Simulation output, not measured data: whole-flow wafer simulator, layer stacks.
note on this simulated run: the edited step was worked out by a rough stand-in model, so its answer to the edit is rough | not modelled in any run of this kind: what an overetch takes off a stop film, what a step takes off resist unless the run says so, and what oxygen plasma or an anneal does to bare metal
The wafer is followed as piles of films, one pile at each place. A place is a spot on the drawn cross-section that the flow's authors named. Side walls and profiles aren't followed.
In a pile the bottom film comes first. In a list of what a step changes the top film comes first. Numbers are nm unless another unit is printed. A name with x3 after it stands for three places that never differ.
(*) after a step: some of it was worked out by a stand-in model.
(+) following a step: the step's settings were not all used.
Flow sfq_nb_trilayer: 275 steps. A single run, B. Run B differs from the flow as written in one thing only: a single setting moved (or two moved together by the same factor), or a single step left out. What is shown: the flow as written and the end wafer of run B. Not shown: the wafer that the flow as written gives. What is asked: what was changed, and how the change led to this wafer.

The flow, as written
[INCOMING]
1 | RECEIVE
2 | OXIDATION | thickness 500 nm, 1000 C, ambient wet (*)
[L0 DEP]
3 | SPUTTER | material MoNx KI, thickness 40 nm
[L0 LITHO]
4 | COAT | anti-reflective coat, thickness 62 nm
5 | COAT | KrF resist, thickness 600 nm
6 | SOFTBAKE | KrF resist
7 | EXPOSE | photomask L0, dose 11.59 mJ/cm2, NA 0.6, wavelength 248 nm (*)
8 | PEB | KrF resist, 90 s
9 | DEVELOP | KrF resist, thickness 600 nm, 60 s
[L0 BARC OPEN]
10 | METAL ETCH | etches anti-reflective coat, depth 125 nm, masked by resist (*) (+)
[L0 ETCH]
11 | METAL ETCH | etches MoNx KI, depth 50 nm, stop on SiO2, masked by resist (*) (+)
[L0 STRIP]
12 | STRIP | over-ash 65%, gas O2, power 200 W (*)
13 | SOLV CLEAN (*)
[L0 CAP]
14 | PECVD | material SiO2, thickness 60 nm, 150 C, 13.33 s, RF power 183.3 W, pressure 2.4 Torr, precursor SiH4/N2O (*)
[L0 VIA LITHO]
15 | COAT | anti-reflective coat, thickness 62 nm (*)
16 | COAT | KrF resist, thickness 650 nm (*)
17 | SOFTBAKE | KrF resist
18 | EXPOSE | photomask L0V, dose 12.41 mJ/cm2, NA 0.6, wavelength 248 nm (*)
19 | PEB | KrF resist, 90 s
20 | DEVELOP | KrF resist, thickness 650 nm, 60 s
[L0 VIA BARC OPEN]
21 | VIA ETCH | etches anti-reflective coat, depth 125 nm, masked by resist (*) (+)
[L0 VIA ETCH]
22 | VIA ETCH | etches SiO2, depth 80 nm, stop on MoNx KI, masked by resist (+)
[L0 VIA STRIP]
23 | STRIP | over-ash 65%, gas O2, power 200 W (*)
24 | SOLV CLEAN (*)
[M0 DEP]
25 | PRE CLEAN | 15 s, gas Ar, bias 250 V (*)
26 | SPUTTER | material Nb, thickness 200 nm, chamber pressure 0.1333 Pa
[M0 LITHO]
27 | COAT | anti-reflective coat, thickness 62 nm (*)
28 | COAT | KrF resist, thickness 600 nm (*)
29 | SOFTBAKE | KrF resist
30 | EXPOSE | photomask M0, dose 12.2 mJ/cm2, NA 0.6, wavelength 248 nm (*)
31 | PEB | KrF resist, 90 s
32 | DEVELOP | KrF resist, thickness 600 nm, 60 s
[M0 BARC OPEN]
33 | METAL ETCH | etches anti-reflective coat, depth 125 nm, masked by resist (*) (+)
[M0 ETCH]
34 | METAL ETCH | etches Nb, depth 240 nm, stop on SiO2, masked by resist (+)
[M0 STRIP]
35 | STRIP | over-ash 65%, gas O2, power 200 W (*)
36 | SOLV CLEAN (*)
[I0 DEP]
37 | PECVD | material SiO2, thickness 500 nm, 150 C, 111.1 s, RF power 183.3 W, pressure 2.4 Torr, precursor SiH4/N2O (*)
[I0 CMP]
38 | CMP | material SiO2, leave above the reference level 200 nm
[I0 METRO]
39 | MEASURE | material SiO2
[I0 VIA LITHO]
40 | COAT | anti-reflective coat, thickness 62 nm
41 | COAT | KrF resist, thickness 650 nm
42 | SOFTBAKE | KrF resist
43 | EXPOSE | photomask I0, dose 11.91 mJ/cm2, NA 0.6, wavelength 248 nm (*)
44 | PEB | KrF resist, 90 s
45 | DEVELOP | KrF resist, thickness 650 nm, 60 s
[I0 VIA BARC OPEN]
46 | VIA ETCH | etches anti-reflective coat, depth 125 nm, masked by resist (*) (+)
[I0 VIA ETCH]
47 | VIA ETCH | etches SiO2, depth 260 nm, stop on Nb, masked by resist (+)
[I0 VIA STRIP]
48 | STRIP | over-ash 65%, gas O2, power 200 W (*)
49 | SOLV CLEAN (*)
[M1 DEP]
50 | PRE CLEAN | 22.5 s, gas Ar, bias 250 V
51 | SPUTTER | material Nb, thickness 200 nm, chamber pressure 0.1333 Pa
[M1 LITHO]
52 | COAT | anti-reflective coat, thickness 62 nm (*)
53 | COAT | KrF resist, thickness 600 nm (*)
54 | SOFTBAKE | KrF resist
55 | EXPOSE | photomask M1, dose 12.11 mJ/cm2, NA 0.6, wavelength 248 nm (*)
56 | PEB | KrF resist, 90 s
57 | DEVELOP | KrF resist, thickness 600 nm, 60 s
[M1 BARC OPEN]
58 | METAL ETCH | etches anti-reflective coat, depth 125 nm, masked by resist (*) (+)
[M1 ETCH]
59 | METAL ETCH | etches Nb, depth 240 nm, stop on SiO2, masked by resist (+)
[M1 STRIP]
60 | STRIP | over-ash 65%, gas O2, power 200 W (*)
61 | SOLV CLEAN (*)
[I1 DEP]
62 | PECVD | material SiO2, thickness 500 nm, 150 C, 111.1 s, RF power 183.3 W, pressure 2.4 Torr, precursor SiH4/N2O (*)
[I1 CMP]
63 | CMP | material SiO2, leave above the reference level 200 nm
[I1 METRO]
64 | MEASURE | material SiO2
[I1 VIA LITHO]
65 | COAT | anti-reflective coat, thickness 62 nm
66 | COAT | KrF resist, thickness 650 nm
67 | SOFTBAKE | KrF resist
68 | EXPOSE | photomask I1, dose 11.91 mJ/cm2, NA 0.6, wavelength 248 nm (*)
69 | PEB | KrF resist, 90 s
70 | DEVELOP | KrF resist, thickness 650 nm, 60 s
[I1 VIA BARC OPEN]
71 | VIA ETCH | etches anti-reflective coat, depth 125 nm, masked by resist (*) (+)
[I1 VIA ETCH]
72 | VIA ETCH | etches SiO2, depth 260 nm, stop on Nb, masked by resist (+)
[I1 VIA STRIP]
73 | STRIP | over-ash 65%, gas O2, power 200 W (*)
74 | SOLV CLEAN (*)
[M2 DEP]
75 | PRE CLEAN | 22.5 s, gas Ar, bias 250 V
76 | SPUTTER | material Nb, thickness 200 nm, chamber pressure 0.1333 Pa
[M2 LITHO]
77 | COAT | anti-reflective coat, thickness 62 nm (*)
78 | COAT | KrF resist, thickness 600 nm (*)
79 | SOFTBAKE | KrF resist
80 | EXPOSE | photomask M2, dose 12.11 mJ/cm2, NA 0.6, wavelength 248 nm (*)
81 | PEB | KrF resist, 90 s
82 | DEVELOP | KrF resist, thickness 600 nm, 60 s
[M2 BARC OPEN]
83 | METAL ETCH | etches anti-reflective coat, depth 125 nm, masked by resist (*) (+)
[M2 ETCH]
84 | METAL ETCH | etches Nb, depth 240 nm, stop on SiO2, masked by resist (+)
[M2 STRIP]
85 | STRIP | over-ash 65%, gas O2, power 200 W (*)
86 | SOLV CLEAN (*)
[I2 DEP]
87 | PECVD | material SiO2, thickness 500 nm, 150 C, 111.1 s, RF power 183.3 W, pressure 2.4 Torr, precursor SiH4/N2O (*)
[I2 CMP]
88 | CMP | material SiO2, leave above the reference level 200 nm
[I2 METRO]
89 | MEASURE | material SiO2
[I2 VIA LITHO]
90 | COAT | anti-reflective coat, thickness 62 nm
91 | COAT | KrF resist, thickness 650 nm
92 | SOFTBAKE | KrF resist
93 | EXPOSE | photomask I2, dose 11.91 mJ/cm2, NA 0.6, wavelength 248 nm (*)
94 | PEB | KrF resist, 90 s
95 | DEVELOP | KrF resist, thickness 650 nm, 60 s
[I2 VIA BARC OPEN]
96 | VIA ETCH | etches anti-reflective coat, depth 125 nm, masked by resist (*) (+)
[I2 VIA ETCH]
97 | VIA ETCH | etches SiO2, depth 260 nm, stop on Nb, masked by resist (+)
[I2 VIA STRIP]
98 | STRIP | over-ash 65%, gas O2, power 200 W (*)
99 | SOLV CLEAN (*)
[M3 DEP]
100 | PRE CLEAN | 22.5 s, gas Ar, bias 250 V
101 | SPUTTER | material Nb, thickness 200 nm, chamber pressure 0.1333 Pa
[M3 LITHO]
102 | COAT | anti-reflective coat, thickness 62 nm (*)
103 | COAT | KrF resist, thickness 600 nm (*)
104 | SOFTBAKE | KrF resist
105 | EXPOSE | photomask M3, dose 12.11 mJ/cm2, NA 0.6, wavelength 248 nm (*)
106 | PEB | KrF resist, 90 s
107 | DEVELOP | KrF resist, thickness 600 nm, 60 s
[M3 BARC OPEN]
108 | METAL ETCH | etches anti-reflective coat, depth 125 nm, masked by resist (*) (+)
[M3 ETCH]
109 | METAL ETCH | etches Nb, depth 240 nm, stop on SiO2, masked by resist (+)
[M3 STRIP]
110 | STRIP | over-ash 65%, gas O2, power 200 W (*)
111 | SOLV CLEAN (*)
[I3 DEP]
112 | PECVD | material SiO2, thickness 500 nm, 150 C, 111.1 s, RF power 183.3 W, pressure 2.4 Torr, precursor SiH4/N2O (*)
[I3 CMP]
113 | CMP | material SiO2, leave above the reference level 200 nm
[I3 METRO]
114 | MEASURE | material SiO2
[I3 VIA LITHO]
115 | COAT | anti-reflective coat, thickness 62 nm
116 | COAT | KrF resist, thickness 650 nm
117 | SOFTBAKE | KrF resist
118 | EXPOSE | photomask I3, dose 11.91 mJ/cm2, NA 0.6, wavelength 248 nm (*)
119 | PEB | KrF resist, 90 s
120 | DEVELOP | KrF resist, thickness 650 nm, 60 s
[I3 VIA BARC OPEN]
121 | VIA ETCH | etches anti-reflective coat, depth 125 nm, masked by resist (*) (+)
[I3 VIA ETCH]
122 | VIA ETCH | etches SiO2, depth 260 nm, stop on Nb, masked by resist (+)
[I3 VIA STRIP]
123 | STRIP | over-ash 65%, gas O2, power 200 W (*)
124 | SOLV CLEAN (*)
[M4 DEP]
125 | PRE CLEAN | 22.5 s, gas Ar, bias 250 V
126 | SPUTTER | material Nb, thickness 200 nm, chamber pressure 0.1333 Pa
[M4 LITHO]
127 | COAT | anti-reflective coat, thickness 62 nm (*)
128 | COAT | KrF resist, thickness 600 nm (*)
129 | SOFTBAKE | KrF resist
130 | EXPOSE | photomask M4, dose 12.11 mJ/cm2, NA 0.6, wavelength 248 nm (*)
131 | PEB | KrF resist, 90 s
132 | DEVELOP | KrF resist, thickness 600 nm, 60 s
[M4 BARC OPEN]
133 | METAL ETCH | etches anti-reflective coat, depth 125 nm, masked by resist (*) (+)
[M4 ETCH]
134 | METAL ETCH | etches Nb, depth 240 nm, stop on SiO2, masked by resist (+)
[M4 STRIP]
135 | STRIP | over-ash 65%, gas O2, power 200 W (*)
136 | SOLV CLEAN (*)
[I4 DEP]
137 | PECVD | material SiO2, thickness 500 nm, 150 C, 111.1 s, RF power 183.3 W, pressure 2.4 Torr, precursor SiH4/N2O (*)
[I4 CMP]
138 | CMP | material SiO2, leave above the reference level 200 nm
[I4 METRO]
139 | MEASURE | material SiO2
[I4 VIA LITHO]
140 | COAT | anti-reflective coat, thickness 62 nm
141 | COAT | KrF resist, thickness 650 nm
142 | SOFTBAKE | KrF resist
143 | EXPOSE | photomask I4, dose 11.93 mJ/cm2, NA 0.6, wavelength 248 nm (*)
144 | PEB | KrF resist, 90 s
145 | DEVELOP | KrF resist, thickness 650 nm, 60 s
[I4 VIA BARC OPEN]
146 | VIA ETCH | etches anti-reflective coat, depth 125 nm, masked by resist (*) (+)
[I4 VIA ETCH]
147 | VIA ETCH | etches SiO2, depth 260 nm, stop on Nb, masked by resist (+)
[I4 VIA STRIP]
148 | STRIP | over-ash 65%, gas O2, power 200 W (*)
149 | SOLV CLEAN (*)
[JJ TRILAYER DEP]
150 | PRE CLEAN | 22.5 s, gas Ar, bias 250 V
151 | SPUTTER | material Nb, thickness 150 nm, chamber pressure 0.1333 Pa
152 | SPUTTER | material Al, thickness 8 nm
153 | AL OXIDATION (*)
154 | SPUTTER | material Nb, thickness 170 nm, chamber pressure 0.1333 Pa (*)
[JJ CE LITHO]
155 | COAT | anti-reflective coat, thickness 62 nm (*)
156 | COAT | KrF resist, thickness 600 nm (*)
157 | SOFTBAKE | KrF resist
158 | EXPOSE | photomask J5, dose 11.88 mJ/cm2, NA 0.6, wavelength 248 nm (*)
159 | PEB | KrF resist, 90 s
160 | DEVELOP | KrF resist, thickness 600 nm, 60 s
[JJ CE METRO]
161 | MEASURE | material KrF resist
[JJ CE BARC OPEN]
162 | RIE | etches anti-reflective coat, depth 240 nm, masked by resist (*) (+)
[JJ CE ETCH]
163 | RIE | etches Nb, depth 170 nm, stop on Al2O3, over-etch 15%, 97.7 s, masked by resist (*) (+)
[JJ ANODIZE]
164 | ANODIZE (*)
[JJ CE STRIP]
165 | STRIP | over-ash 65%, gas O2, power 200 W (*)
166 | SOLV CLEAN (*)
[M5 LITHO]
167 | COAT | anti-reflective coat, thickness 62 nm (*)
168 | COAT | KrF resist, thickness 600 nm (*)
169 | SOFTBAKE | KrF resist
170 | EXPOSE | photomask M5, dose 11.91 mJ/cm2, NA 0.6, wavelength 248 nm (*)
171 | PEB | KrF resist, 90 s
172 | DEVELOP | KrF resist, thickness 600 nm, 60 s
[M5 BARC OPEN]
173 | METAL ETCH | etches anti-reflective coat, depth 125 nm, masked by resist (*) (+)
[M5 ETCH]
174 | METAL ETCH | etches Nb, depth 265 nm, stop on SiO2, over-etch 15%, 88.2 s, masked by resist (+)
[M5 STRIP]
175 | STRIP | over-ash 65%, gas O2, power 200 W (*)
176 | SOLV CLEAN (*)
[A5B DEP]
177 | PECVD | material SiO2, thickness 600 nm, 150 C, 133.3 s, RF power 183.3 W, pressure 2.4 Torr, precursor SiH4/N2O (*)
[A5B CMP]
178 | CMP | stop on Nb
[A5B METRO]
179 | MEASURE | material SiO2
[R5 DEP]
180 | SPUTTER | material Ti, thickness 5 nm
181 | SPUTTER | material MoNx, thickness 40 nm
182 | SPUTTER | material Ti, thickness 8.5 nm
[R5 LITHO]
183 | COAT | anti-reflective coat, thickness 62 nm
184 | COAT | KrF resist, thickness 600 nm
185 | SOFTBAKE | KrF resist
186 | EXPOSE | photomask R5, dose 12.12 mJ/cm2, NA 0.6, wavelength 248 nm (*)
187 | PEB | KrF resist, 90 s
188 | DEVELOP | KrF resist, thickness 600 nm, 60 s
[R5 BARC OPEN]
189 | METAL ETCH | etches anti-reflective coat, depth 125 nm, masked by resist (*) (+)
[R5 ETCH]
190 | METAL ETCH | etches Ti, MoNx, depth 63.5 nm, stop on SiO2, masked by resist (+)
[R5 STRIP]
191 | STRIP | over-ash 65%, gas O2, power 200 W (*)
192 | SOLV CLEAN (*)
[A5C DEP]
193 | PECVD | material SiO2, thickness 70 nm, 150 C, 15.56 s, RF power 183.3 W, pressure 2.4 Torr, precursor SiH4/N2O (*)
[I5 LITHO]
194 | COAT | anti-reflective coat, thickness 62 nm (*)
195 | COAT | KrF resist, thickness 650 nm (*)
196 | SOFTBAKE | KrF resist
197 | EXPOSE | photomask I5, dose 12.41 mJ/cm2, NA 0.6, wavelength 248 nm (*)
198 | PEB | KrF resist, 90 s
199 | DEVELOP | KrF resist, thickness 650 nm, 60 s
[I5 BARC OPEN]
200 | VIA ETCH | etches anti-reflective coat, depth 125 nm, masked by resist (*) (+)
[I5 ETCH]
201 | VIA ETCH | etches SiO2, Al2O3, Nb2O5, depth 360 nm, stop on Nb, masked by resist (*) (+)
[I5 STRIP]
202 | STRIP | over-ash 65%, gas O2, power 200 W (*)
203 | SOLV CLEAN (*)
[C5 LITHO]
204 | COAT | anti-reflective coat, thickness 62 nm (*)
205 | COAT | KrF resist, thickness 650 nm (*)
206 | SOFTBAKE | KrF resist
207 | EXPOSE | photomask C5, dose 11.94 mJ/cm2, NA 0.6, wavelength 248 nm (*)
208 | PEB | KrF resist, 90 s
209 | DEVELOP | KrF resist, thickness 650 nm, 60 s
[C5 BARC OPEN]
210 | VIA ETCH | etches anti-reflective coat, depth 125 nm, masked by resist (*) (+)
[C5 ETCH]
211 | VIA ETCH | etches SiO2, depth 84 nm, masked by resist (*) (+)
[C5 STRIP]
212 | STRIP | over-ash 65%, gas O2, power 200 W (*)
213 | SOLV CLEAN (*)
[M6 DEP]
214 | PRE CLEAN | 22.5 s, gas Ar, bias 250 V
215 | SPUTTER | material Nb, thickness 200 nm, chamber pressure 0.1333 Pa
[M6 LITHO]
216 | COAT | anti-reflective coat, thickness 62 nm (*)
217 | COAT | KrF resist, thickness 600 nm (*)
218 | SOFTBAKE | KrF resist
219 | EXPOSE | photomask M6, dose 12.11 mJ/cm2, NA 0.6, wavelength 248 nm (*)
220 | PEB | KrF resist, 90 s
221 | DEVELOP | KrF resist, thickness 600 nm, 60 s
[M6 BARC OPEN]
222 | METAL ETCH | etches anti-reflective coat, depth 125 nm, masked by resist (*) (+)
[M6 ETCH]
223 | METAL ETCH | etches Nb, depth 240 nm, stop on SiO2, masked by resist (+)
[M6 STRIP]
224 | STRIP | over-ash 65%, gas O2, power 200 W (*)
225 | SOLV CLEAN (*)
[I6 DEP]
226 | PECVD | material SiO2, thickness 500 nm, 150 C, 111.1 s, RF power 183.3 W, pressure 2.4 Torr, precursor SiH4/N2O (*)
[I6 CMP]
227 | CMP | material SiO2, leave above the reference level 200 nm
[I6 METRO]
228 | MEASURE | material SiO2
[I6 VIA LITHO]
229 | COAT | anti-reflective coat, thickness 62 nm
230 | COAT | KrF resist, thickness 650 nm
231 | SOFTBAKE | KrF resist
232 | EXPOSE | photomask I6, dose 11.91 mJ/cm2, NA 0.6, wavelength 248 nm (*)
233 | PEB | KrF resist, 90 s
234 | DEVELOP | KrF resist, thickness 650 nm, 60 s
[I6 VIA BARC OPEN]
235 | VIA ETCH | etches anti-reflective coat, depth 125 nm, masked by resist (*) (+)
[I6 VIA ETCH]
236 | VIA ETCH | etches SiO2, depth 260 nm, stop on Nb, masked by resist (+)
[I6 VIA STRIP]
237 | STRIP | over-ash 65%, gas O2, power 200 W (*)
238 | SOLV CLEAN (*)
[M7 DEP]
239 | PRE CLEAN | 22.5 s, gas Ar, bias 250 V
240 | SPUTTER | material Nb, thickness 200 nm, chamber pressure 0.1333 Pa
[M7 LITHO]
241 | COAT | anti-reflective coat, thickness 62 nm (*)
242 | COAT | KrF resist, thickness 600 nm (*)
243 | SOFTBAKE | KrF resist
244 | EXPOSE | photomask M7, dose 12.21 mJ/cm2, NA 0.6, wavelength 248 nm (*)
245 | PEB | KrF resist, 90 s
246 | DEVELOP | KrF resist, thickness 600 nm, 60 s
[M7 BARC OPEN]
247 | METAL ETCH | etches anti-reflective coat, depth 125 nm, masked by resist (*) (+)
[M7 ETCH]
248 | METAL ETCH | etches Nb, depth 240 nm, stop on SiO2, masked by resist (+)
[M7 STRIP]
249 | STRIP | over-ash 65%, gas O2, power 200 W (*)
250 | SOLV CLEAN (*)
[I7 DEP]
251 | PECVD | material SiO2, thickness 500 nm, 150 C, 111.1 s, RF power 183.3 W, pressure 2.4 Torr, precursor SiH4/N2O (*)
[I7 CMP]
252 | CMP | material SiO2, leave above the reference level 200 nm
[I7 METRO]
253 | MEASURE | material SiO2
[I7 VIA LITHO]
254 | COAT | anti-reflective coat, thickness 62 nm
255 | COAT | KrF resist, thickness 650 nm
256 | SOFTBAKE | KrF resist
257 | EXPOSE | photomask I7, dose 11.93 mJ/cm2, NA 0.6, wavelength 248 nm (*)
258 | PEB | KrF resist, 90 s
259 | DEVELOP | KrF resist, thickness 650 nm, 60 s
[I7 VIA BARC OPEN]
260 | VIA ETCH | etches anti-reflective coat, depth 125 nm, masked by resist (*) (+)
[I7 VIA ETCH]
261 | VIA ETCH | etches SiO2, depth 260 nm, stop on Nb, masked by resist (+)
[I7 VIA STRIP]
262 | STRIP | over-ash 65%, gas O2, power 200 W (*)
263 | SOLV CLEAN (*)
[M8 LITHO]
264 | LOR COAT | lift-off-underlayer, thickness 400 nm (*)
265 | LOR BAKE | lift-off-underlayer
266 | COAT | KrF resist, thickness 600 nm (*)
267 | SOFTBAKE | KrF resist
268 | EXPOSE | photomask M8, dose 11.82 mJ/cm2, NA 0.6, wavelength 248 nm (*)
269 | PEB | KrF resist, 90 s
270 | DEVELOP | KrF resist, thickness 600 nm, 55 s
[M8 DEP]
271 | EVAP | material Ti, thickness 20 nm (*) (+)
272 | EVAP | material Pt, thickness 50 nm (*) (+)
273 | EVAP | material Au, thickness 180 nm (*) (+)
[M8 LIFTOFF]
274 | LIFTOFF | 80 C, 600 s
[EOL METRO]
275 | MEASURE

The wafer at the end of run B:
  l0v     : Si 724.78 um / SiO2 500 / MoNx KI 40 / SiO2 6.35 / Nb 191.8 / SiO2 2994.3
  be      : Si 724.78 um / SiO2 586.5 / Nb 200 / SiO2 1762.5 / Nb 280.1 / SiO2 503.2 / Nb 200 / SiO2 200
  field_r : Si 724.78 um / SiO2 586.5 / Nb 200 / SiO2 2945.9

Cause: step 14, PECVD: thickness 91.5 nm was run, while the flow as written has thickness 60 nm; step 14, PECVD: 20.33 s was run, where the flow has 13.33 s.

How this came from the change, step by step:
  14 | PECVD | material SiO2, thickness 60 nm, 150 C, 13.33 s, RF power 183.3 W, pressure 2.4 Torr, precursor SiH4/N2O (*)
      v_sur, via_wl, via_w and 97 more: SiO2 gains 91.5 (as written it would have been: SiO2 gains 60)
      field_l, l0_sur, l0v, l0r_line_l, l0r_line_c, l0r_line_r: SiO2 gains 91.5 (new film) (as written it would have been: SiO2 gains 60 (new film))
  22 | VIA ETCH | etches SiO2, depth 80 nm, stop on MoNx KI, masked by resist (+)
      l0v: SiO2 loses 80 (as written it would have been: SiO2 loses 59.8 (all of it))
  25 | PRE CLEAN | 15 s, gas Ar, bias 250 V (*)
      l0v: SiO2 loses 5 (as written it would have been: MoNx KI loses 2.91)
  27 | COAT | anti-reflective coat, thickness 62 nm (*)
      l0_sur: anti-reflective coat gains 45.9 (new film) (as written it would have been: anti-reflective coat gains 47.5 (new film))
      l0v: anti-reflective coat gains 83.5 (new film) (as written it would have been: anti-reflective coat gains 78 (new film))
  28 | COAT | KrF resist, thickness 600 nm (*)
      l0v: KrF resist gains 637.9 (new film) (as written it would have been: KrF resist gains 622.9 (new film))
  35 | STRIP | over-ash 65%, gas O2, power 200 W (*)
      l0_sur: KrF resist loses 369.6 (all of it), anti-reflective coat loses 45.9 (all of it) (as written it would have been: KrF resist loses 372 (all of it), anti-reflective coat loses 47.5 (all of it))
      l0v: KrF resist loses 420.2 (all of it), anti-reflective coat loses 83.5 (all of it) (as written it would have been: KrF resist loses 405.3 (all of it), anti-reflective coat loses 78 (all of it))
  38 | CMP | material SiO2, leave above the reference level 200 nm
      l0v: SiO2 loses 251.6 (as written it would have been: SiO2 loses 277.8)
With metal films that touch counted as one body, l0v has 2 bodies (between them, from the top down: SiO2 6.35); the flow as written gives 1 body.
